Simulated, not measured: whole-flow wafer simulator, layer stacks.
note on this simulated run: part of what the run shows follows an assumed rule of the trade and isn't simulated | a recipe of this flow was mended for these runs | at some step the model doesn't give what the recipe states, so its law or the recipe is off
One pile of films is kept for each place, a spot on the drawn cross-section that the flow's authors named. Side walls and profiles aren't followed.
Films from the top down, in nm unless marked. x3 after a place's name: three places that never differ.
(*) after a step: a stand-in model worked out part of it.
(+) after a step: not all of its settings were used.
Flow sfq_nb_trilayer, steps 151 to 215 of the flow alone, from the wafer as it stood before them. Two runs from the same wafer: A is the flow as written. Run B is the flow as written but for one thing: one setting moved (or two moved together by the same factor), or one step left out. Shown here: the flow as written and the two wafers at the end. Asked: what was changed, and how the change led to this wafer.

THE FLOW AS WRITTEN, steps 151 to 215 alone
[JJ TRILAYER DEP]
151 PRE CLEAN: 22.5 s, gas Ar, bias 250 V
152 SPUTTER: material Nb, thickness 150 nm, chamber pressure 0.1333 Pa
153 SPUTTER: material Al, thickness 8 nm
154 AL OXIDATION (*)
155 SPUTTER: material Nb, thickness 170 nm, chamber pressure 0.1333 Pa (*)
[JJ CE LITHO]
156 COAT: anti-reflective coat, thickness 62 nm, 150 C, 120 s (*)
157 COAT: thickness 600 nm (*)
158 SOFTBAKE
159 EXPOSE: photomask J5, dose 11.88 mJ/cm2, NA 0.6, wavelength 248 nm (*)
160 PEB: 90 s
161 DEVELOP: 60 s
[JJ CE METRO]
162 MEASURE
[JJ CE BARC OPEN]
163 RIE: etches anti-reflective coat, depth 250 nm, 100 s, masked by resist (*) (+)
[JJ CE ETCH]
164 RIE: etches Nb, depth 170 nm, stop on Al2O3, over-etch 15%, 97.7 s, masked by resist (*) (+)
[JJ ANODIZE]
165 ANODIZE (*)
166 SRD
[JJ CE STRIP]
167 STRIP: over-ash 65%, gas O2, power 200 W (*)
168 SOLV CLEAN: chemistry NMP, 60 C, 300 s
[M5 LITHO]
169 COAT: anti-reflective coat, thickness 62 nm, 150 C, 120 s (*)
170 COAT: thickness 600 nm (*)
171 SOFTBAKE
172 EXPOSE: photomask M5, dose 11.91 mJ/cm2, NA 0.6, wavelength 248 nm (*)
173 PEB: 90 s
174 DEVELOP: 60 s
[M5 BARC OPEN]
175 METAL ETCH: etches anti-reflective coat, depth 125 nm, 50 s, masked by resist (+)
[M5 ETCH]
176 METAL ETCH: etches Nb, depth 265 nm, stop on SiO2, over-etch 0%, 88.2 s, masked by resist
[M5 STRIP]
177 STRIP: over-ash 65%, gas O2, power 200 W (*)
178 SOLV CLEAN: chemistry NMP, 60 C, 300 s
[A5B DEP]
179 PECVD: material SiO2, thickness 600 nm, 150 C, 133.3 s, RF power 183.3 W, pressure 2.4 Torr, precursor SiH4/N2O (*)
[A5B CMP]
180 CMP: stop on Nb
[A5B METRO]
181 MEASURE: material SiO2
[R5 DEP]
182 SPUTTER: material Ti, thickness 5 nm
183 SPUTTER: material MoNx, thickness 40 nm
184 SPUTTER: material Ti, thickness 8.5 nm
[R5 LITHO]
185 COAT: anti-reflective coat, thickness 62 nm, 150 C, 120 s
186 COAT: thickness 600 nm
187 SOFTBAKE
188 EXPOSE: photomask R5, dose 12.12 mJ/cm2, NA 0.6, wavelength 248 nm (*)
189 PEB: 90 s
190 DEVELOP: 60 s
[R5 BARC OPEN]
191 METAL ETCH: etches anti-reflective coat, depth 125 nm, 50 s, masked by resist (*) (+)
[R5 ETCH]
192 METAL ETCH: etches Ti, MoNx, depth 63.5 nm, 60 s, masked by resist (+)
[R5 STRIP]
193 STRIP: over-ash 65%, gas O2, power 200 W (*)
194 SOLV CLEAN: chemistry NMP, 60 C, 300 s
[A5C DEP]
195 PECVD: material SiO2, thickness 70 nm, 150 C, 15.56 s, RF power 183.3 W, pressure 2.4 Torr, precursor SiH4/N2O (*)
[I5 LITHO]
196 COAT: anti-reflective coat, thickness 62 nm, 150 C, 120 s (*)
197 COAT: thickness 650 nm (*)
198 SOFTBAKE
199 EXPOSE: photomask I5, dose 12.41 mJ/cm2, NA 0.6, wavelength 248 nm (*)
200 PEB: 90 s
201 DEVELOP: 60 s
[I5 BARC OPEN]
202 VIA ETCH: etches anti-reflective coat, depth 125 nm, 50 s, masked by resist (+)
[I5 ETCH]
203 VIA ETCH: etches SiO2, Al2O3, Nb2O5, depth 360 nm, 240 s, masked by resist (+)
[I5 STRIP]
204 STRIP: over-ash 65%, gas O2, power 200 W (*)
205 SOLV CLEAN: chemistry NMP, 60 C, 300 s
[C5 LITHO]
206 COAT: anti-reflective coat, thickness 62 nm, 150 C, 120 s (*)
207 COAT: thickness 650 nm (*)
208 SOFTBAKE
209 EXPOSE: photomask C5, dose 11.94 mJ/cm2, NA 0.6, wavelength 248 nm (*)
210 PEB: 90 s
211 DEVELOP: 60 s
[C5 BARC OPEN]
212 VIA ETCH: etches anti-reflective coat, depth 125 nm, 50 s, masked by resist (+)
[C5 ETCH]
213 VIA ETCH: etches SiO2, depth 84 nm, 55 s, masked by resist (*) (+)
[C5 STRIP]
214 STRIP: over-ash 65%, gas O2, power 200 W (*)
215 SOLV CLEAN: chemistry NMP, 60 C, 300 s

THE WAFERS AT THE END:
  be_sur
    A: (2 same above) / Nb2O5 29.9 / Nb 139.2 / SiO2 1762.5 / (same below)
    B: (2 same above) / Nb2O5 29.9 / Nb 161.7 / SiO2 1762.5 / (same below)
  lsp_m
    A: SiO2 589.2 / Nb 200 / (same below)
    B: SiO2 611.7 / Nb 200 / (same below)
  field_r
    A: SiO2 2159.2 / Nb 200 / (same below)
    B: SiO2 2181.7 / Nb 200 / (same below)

The cause: step 152, SPUTTER: thickness 172.5 nm was run, where the flow has thickness 150 nm.

How the change led to this, step by step:
  152 SPUTTER: material Nb, thickness 150 nm, chamber pressure 0.1333 Pa
      field_l, v_sur, via_sp and 100 more: A Nb +150 (new film) | B Nb +172.5 (new film)
      via_wl, via_w, via_wr: A Nb +129.8 | B Nb +149.5
  156 COAT: anti-reflective coat, thickness 62 nm, 150 C, 120 s (*)
      via_wl, via_wr: A anti-reflective coat +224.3 (new film) | B anti-reflective coat +230.7 (new film)
      via_w: A anti-reflective coat +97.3 (new film) | B anti-reflective coat +99.4 (new film)
  163 RIE: etches anti-reflective coat, depth 250 nm, 100 s, masked by resist (*) (+)
      via_wl, via_wr: A anti-reflective coat -224.3 (all of it) | B anti-reflective coat -230.7 (all of it)
      via_w: A anti-reflective coat -97.3 (all of it) | B anti-reflective coat -99.4 (all of it)
  176 METAL ETCH: etches Nb, depth 265 nm, stop on SiO2, over-etch 0%, 88.2 s, masked by resist
      field_l, res, r_end and 47 more: A Al2O3 -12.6 (all of it), Nb2O5 -29.9 (all of it), Nb -139.2 (all of it), SiO2 -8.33 | B Al2O3 -12.6 (all of it), Nb2O5 -29.9 (all of it), Nb -161.7 (all of it), SiO2 -6.08
      r_sur, wl_a_sl, wl_a_m6: A Al2O3 -12.5 (all of it), Nb2O5 -29.9 (all of it), Nb -139.2 (all of it), SiO2 -8.33 | B Al2O3 -12.5 (all of it), Nb2O5 -29.9 (all of it), Nb -161.7 (all of it), SiO2 -6.08
  180 CMP: stop on Nb
      field_l, p4_fl x5, p4_w1 x9 and 27 more: A SiO2 -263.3 | B SiO2 -243
      r_sur, res, r_end, moat, field_r, lsp_l: A SiO2 -256.4 | B SiO2 -235.4
      (and at 5 more places)
